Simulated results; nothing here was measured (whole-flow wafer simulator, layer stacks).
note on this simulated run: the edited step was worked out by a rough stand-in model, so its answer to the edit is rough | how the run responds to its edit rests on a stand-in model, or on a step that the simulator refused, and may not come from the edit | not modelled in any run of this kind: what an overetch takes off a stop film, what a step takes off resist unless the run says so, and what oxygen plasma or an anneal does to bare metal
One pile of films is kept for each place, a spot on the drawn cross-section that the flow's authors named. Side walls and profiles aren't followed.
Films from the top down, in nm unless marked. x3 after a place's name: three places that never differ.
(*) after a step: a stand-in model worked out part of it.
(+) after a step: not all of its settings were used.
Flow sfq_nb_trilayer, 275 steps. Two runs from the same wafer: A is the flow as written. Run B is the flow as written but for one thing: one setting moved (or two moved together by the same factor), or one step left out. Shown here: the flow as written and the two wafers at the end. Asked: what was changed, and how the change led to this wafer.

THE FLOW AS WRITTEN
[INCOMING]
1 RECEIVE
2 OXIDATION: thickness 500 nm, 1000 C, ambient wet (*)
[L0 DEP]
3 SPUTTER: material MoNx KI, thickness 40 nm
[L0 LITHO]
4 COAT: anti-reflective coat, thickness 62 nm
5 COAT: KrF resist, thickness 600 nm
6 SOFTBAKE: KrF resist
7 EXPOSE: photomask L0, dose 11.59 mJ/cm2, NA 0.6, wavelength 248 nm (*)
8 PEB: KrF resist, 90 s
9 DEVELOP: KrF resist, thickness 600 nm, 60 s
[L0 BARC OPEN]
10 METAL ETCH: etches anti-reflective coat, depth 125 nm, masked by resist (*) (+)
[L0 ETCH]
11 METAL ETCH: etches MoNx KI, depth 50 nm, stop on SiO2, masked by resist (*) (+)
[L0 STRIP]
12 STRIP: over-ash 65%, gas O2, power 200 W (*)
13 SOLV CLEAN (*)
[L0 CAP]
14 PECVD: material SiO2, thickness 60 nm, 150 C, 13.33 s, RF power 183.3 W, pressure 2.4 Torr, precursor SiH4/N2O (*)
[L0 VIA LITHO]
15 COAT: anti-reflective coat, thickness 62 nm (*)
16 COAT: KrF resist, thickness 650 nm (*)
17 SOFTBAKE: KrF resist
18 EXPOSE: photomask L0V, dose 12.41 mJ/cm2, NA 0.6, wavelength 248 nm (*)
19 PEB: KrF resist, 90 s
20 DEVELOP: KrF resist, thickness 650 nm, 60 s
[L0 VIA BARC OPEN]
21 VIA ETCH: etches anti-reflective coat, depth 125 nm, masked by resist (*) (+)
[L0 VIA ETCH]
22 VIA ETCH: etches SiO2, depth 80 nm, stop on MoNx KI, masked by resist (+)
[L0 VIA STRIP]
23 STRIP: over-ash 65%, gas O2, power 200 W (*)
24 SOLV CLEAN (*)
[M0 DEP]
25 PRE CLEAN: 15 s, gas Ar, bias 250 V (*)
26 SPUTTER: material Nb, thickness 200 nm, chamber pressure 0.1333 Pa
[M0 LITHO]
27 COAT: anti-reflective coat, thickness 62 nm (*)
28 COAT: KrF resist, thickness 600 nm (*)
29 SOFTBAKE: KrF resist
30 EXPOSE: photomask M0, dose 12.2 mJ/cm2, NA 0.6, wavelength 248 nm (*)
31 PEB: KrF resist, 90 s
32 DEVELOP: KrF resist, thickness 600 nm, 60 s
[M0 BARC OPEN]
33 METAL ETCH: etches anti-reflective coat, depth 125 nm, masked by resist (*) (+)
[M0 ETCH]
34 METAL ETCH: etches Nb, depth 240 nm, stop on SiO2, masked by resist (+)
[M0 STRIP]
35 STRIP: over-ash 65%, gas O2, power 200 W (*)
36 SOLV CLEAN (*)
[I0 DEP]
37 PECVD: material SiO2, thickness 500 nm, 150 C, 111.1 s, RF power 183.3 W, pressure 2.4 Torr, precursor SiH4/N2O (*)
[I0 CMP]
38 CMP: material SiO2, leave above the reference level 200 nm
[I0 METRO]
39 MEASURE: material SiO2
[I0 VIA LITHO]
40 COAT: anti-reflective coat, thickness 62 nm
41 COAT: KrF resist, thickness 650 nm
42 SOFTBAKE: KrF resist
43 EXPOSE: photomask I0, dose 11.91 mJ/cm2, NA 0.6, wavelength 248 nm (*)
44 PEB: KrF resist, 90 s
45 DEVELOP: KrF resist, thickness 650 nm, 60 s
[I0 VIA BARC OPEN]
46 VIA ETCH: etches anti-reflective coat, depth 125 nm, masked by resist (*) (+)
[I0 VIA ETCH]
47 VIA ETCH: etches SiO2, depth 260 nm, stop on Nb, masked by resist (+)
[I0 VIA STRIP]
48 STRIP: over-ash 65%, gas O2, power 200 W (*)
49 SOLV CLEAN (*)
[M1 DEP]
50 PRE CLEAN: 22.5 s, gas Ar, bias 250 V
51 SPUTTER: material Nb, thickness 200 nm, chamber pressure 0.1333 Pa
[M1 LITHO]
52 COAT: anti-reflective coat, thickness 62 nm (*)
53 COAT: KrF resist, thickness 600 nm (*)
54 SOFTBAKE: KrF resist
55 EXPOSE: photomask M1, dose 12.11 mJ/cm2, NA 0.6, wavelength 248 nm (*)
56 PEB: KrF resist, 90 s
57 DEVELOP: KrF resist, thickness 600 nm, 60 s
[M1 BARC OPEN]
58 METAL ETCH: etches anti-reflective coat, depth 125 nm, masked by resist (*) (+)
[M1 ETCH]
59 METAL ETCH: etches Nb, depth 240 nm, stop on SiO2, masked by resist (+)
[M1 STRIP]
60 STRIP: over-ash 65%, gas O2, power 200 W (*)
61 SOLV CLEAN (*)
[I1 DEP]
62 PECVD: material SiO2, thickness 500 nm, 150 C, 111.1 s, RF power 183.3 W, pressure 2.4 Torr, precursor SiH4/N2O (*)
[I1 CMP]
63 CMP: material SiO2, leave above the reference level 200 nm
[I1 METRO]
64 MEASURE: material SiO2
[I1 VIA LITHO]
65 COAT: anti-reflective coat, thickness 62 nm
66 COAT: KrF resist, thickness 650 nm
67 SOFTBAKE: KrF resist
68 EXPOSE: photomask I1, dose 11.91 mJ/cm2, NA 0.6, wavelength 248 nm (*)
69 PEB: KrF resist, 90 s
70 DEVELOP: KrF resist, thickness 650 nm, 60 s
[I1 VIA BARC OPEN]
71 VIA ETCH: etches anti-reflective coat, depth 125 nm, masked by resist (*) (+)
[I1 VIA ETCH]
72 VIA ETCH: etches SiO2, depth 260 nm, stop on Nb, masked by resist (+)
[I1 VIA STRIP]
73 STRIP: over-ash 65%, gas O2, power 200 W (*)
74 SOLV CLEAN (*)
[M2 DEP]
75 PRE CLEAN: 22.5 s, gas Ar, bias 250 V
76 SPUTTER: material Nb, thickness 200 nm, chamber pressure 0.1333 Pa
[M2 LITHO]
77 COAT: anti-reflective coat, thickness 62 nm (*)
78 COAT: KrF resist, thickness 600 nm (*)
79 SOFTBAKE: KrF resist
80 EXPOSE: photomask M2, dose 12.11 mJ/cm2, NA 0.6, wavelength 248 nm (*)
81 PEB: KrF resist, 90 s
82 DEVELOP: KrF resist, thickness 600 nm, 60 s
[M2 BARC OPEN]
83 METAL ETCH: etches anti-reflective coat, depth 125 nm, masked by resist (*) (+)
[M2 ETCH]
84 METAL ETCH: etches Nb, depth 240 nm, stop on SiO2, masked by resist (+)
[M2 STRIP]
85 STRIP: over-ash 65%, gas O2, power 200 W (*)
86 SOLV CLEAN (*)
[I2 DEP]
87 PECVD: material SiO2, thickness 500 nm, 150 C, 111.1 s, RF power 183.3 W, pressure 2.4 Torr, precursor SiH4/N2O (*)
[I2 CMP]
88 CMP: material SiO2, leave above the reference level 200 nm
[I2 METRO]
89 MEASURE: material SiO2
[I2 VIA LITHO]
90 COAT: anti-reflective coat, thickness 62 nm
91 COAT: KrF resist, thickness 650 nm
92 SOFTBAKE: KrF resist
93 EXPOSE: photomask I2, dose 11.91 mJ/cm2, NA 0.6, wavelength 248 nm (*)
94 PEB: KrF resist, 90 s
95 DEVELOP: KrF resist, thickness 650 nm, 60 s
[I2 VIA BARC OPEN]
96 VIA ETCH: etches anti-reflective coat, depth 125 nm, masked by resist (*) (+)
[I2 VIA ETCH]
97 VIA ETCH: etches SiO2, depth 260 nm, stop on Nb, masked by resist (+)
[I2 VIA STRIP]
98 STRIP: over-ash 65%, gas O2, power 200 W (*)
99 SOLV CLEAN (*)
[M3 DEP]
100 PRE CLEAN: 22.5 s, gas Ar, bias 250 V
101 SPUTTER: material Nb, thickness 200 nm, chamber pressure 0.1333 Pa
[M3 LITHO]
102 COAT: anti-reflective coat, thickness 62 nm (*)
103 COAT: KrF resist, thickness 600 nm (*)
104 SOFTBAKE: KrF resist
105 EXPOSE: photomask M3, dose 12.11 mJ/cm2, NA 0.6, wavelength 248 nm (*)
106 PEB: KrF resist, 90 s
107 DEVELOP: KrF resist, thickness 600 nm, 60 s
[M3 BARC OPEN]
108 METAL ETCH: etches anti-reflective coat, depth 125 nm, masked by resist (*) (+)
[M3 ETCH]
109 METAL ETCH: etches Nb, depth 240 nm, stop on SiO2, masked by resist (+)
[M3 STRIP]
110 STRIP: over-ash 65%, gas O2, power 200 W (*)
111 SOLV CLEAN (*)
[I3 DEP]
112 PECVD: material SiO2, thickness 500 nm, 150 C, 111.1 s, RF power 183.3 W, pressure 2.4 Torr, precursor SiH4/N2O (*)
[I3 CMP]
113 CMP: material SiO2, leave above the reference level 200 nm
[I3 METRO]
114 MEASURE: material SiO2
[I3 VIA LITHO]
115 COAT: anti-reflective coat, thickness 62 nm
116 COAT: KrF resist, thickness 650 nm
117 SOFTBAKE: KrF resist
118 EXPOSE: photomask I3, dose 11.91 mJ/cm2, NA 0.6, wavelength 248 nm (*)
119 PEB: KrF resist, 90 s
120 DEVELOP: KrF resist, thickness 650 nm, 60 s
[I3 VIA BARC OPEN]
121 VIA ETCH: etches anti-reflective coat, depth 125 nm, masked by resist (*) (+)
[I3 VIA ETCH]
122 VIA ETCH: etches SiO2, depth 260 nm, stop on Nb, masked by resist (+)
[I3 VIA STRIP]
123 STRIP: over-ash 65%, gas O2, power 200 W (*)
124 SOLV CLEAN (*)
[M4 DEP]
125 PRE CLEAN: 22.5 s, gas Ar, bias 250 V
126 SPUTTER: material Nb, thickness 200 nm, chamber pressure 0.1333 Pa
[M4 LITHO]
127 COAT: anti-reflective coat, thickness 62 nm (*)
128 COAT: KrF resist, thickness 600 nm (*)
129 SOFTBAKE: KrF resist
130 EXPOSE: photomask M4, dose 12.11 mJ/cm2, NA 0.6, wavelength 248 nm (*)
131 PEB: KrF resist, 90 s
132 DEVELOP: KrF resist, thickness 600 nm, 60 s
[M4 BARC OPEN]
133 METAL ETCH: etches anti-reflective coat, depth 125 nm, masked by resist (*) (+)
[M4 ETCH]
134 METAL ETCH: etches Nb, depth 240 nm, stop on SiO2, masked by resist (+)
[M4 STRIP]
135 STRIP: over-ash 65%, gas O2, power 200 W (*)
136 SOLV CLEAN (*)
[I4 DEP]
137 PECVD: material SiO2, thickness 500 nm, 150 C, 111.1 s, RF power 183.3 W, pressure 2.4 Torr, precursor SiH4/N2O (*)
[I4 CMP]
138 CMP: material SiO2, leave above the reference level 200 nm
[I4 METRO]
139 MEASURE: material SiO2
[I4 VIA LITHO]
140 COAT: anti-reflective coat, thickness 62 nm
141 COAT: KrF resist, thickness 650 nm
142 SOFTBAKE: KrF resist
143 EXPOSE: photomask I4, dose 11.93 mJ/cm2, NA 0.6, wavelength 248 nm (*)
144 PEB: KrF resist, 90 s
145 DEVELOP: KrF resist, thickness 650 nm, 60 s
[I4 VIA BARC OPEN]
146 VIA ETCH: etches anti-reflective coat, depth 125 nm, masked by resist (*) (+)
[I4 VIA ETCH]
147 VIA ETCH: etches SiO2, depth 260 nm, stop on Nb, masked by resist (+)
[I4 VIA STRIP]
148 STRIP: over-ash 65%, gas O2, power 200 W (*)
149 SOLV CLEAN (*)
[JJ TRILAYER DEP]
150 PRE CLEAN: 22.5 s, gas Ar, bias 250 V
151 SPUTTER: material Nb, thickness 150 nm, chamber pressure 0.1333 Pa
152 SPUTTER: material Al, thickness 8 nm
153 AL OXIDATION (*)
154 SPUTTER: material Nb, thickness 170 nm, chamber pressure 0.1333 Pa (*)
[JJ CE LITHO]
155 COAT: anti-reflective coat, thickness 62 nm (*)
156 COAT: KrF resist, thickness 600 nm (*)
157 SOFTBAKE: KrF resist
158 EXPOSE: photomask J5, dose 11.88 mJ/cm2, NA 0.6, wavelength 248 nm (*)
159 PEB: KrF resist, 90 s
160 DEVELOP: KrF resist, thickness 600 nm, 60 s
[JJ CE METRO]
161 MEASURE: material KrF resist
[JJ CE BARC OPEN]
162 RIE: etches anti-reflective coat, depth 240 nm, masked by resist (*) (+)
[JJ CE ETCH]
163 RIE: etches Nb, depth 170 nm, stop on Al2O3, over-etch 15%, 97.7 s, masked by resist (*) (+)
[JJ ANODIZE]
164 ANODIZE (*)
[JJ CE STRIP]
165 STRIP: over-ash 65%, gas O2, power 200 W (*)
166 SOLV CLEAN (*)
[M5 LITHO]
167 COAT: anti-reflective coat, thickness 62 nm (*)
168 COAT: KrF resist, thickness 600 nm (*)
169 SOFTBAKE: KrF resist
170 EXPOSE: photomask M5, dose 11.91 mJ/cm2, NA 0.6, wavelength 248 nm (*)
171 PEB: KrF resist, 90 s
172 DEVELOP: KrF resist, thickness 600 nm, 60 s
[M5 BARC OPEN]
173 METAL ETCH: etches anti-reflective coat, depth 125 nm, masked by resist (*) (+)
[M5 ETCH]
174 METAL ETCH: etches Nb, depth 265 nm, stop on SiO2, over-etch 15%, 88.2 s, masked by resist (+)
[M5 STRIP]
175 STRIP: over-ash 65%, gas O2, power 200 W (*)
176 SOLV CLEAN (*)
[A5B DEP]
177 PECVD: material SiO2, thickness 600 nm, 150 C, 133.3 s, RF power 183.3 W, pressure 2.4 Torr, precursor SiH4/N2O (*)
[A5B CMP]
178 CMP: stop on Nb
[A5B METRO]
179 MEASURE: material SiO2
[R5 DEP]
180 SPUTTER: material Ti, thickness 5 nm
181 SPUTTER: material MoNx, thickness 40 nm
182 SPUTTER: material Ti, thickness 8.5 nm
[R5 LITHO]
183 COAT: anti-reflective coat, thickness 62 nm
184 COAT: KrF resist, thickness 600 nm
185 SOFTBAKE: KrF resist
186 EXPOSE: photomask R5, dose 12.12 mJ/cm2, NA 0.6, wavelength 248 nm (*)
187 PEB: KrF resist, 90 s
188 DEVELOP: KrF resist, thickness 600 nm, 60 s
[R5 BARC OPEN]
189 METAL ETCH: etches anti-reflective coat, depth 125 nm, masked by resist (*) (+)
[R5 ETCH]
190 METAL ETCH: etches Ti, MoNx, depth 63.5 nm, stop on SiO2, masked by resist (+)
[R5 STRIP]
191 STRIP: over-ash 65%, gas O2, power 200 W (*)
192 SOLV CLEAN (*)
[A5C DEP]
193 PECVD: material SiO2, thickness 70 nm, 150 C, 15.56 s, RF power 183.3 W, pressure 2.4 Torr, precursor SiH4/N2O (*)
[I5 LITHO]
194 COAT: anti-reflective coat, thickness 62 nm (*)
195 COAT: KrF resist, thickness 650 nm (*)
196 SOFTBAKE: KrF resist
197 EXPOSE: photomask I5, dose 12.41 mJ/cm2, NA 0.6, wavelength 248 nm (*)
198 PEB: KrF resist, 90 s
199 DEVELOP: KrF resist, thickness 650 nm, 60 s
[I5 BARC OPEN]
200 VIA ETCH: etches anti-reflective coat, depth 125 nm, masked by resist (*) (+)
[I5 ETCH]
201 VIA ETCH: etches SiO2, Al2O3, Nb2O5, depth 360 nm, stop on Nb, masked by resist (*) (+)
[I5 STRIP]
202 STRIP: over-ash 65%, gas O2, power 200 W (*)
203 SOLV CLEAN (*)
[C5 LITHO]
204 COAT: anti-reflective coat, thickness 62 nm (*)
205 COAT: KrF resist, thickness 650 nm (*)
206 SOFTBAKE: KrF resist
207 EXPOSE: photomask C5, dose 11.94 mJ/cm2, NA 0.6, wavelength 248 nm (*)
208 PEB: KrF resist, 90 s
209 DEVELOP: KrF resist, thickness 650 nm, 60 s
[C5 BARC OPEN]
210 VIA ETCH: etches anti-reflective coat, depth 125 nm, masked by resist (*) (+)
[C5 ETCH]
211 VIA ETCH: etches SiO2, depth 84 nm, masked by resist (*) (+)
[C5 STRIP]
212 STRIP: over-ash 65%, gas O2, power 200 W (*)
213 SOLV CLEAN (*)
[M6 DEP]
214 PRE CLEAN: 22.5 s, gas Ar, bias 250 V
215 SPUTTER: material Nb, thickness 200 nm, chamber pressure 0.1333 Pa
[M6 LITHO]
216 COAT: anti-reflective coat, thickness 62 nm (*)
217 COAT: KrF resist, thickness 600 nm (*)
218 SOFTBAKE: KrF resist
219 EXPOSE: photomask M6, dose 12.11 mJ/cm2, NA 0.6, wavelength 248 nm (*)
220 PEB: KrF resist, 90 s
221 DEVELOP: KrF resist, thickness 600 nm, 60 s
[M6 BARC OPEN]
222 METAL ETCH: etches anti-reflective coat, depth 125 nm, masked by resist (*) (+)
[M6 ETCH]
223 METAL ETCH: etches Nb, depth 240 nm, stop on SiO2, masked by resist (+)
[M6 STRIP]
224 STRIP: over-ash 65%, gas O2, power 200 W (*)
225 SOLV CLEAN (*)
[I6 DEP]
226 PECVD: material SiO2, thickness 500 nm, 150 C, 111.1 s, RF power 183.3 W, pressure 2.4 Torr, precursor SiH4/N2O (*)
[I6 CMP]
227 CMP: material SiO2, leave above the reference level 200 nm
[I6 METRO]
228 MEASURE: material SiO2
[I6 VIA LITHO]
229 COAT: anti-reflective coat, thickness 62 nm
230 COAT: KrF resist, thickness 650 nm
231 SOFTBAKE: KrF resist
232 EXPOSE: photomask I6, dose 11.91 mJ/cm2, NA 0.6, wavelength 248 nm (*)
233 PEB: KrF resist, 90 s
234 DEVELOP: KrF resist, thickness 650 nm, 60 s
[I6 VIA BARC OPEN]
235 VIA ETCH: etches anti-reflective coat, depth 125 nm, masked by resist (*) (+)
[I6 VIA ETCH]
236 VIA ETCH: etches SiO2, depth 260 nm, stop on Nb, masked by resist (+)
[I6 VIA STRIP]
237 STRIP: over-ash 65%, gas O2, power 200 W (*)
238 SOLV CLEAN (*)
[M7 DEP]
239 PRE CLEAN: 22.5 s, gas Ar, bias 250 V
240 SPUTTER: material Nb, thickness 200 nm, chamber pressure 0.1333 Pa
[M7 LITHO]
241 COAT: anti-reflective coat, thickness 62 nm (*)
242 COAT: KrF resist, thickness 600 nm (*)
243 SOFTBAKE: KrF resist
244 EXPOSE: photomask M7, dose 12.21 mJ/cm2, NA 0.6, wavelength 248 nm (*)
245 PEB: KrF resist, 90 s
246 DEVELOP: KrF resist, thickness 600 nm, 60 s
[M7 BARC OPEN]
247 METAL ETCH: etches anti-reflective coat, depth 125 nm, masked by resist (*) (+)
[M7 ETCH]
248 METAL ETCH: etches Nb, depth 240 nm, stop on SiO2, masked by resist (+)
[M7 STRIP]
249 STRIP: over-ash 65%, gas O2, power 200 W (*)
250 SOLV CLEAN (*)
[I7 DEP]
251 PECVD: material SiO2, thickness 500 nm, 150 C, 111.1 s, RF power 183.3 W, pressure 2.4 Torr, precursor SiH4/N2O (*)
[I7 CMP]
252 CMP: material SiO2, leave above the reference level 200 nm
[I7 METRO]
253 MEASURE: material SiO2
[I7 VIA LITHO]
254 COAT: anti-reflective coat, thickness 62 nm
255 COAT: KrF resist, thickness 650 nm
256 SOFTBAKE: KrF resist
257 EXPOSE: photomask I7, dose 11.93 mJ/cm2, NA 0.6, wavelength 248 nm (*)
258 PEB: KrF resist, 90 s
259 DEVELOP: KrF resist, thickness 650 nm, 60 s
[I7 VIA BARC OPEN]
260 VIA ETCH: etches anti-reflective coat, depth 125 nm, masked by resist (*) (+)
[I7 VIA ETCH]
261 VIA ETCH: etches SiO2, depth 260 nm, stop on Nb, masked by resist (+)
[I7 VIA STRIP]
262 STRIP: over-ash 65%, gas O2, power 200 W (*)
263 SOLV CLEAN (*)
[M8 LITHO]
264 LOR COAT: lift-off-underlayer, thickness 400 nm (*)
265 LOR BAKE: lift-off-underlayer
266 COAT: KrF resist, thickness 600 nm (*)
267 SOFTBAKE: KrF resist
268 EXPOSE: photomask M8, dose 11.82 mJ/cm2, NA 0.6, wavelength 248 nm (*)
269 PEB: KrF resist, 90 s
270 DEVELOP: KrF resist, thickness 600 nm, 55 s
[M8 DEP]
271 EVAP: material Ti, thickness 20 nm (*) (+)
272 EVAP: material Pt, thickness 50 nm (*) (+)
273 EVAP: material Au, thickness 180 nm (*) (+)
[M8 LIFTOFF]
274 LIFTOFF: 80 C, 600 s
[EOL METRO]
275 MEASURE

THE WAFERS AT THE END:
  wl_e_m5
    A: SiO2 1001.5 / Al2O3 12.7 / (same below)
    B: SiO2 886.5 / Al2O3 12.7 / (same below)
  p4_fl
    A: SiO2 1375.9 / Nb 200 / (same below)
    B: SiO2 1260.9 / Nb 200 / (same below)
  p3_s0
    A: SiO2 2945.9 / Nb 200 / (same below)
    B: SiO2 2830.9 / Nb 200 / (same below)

The cause: step 251, PECVD: thickness 285 nm was run, where the flow has thickness 500 nm; step 251, PECVD: 63.33 s was run, where the flow has 111.1 s.

How the change led to this, step by step:
  251 PECVD: material SiO2, thickness 500 nm, 150 C, 111.1 s, RF power 183.3 W, pressure 2.4 Torr, precursor SiH4/N2O (*)
      field_l, p4_fl, p4_fm and 56 more: A SiO2 +500 | B SiO2 +285
      v_sur, via_wl, via_w and 37 more: A SiO2 +500 (new film) | B SiO2 +285 (new film)
      (and at 7 more places)
  252 CMP: material SiO2, leave above the reference level 200 nm
      field_l, p4_fl, p4_fm and 56 more: A SiO2 -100 | B nothing
      field_r, lsp_l: A SiO2 -77.7 | B nothing
      (and at 45 more places)
  254 COAT: anti-reflective coat, thickness 62 nm
      jj_sur, ce_l, c5j, ce_r, sp_r, be_r: A anti-reflective coat +62 (new film) | B anti-reflective coat +56.8 (new film)
      p3_s3, p3_l4, p3_s4: A anti-reflective coat +62 (new film) | B anti-reflective coat +63.3 (new film)
      (and at 85 more places)
  255 COAT: KrF resist, thickness 650 nm
      ce_l, c5j, ce_r, sp_r: A KrF resist +650 (new film) | B KrF resist +629.1 (new film)
      m0r_space_l, m5r_space_l, m5r_space_r, m6r_space_l: A KrF resist +650 (new film) | B KrF resist +664.1 (new film)
      (and at 60 more places)
  259 DEVELOP: KrF resist, thickness 650 nm, 60 s
      via_wl: A KrF resist -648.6 (all of it) | B KrF resist -608.9 (all of it)
      via_w: A KrF resist -648.6 (all of it) | B KrF resist -615.1 (all of it)
      (and at 1 more place)
  260 VIA ETCH: etches anti-reflective coat, depth 125 nm, masked by resist (*) (+)
      field_l, v_sur, via_sp and 100 more: A KrF resist -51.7 | B KrF resist -46
      via_wl: A anti-reflective coat -62 (all of it), SiO2 -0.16 | B anti-reflective coat -55 (all of it), SiO2 -0.14
      (and at 2 more places)
  262 STRIP: over-ash 65%, gas O2, power 200 W (*)
      p3_s3, p3_l4, p3_s4: A KrF resist -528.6 (all of it), anti-reflective coat -62 (all of it) | B KrF resist -538.1 (all of it), anti-reflective coat -63.3 (all of it)
      ce_l, sp_r: A KrF resist -528.6 (all of it), anti-reflective coat -62 (all of it) | B KrF resist -513.4 (all of it), anti-reflective coat -56.8 (all of it)
      (and at 92 more places)
  264 LOR COAT: lift-off-underlayer, thickness 400 nm (*)
      wl_b_sr, m7r_line_l, m7r_line_r: A lift-off-underlayer +400 (new film) | B lift-off-underlayer +373.8 (new film)
      c5j, ce_r: A lift-off-underlayer +399.3 (new film) | B lift-off-underlayer +380.8 (new film)
      (and at 84 more places)
  266 COAT: KrF resist, thickness 600 nm (*)
      wl_f_sr, m5r_linepad_l, m5r_linepad_r: A KrF resist +600 (new film) | B KrF resist +587.4 (new film)
      c5j, ce_r: A KrF resist +597.1 (new film) | B KrF resist +583.9 (new film)
      (and at 33 more places)
  270 DEVELOP: KrF resist, thickness 600 nm, 55 s
      field_l: A KrF resist -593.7 (all of it), lift-off-underlayer -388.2 (all of it) | B KrF resist -606.2 (all of it), lift-off-underlayer -428.7 (all of it)
      v_sur: A KrF resist -607.3 (all of it), lift-off-underlayer -369.4 (all of it) | B KrF resist -594 (all of it), lift-off-underlayer -328.5 (all of it)
      (and at 9 more places)
  274 LIFTOFF: 80 C, 600 s
      c5j, ce_r: A Au -180 (all of it), Pt -50 (all of it), Ti -20 (all of it), KrF resist -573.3 (all of it), lift-off-underlayer -399.3 (all of it) | B Au -180 (all of it), Pt -50 (all of it), Ti -20 (all of it), KrF resist -560.1 (all of it), lift-off-underlayer -380.8 (all of it)
      wl_j_sl, wl_jj: A Au -180 (all of it), Pt -50 (all of it), Ti -20 (all of it), KrF resist -576.2 (all of it), lift-off-underlayer -400 (all of it) | B Au -180 (all of it), Pt -50 (all of it), Ti -20 (all of it), KrF resist -567.1 (all of it), lift-off-underlayer -391.4 (all of it)
      (and at 74 more places)
